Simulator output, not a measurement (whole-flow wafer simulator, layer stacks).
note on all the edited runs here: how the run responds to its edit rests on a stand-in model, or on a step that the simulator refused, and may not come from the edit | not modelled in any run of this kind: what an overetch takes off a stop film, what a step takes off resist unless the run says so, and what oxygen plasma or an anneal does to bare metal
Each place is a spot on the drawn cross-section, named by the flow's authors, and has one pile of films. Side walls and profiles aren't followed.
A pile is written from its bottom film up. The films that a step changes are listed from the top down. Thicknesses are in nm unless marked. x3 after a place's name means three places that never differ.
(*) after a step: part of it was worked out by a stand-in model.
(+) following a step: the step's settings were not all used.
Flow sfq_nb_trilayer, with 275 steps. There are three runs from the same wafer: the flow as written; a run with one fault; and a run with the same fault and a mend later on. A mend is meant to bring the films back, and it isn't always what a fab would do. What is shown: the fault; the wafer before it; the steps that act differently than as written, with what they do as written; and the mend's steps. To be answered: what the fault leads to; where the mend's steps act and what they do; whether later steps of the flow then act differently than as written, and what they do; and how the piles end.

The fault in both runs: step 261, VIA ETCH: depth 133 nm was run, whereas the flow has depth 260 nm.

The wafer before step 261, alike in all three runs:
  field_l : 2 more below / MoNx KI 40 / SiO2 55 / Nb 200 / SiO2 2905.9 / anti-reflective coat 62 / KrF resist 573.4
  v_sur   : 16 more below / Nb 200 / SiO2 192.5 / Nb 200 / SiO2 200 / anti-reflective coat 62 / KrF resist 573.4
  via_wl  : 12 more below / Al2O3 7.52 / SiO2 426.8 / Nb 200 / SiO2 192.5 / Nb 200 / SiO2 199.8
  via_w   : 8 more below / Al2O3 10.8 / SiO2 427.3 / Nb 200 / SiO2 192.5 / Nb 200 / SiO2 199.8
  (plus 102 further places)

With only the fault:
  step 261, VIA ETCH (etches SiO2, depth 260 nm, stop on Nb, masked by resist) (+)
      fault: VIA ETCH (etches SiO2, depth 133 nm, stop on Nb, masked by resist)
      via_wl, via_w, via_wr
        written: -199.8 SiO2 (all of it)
        fault: -133 SiO2
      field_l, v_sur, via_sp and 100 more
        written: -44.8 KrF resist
        fault: -22.9 KrF resist
  Steps further on in the flow that do not act as written (not shown: 3 more steps that differ only slightly, by at most 2% or 0.5 nm, whichever is larger):
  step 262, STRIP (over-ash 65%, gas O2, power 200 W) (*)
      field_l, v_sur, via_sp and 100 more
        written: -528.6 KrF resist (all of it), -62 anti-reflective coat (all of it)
        fault: -550.5 KrF resist (all of it), -62 anti-reflective coat (all of it)
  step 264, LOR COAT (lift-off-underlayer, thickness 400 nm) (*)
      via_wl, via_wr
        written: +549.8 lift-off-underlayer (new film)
        fault: +499.7 lift-off-underlayer (new film)
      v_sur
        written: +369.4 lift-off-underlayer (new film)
        fault: +379.6 lift-off-underlayer (new film)
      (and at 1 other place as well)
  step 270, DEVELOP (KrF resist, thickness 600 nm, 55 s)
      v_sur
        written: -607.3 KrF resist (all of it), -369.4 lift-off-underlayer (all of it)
        fault: -604.5 KrF resist (all of it), -379.6 lift-off-underlayer (all of it)
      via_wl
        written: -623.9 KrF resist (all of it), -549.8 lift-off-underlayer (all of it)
        fault: -615.5 KrF resist (all of it), -499.7 lift-off-underlayer (all of it)
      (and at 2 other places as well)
  By the end, the piles at via_wl, via_w, via_wr depart from the flow's by more than 2% or 0.5 nm, whichever is larger.
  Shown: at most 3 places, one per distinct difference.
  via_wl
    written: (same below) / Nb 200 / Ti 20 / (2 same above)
    fault: (same below) / Nb 200 / SiO2 66.8 / Ti 20 / (2 same above)

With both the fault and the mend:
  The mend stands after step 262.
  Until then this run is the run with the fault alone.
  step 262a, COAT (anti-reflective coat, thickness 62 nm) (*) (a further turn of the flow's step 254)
      p4_fl x3, p4_w1 x9, p4_g1 x2 and 63 more
        +62 anti-reflective coat (new film)
      moat, field_r, lsp_l and 6 more
        +61.8 anti-reflective coat (new film)
      c5j, ce_r, sp_r, be_r, r_sur, res, r_end
        +61.7 anti-reflective coat (new film)
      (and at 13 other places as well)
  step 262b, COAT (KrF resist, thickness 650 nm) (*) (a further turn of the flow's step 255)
      p4_fl x3, p4_w1 x9, p4_g1 x2 and 63 more
        +650 KrF resist (new film)
      moat, field_r, lsp_l, ln_m5, lsp_m, ln_m6, lsp_r, l0_sur
        +649.5 KrF resist (new film)
      r_sur, res, r_end, l0v
        +649.4 KrF resist (new film)
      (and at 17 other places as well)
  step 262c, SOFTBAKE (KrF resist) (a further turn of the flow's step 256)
      leaves every film unchanged at each place that is followed
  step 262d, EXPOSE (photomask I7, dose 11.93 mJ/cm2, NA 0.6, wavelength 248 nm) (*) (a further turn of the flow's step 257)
      leaves every film unchanged at each place that is followed
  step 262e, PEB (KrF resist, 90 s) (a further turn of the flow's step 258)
      jj_sur, ce_l, c5j and 92 more
        -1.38 KrF resist
      v_sur, via_v, wire, be, be_sur, gap
        -1.37 KrF resist
      field_l, via_sp
        -1.36 KrF resist
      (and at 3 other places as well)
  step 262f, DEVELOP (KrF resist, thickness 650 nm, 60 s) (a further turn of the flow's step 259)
      field_l, v_sur, via_sp and 100 more
        -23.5 KrF resist
      via_wl
        -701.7 KrF resist (all of it)
      via_w
        -736.5 KrF resist (all of it)
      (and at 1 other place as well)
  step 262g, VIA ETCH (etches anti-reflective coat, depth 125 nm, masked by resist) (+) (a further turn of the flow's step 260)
      field_l, v_sur, via_sp and 100 more
        -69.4 KrF resist
      via_wl, via_wr
        -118 anti-reflective coat (all of it)
      via_w
        -79 anti-reflective coat (all of it), -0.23 SiO2
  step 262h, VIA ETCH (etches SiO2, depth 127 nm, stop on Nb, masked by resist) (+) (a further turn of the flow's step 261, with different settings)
      field_l, v_sur, via_sp and 100 more
        -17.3 KrF resist
      via_wl, via_wr
        -66.8 SiO2 (all of it)
      via_w
        -66.6 SiO2 (all of it)
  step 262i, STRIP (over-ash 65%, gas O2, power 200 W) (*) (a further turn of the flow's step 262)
      p4_fl x3, p4_w1 x9, p4_g1 x2 and 63 more
        -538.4 KrF resist (all of it), -62 anti-reflective coat (all of it)
      moat, field_r, lsp_l, ln_m5, lsp_m, ln_m6, lsp_r, l0_sur
        -537.9 KrF resist (all of it), -61.8 anti-reflective coat (all of it)
      r_sur, res, r_end
        -537.8 KrF resist (all of it), -61.7 anti-reflective coat (all of it)
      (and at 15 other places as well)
  Later steps of the flow that are run all act as written at every place that is followed.
  The piles end the same as the flow's at every place that both follow.
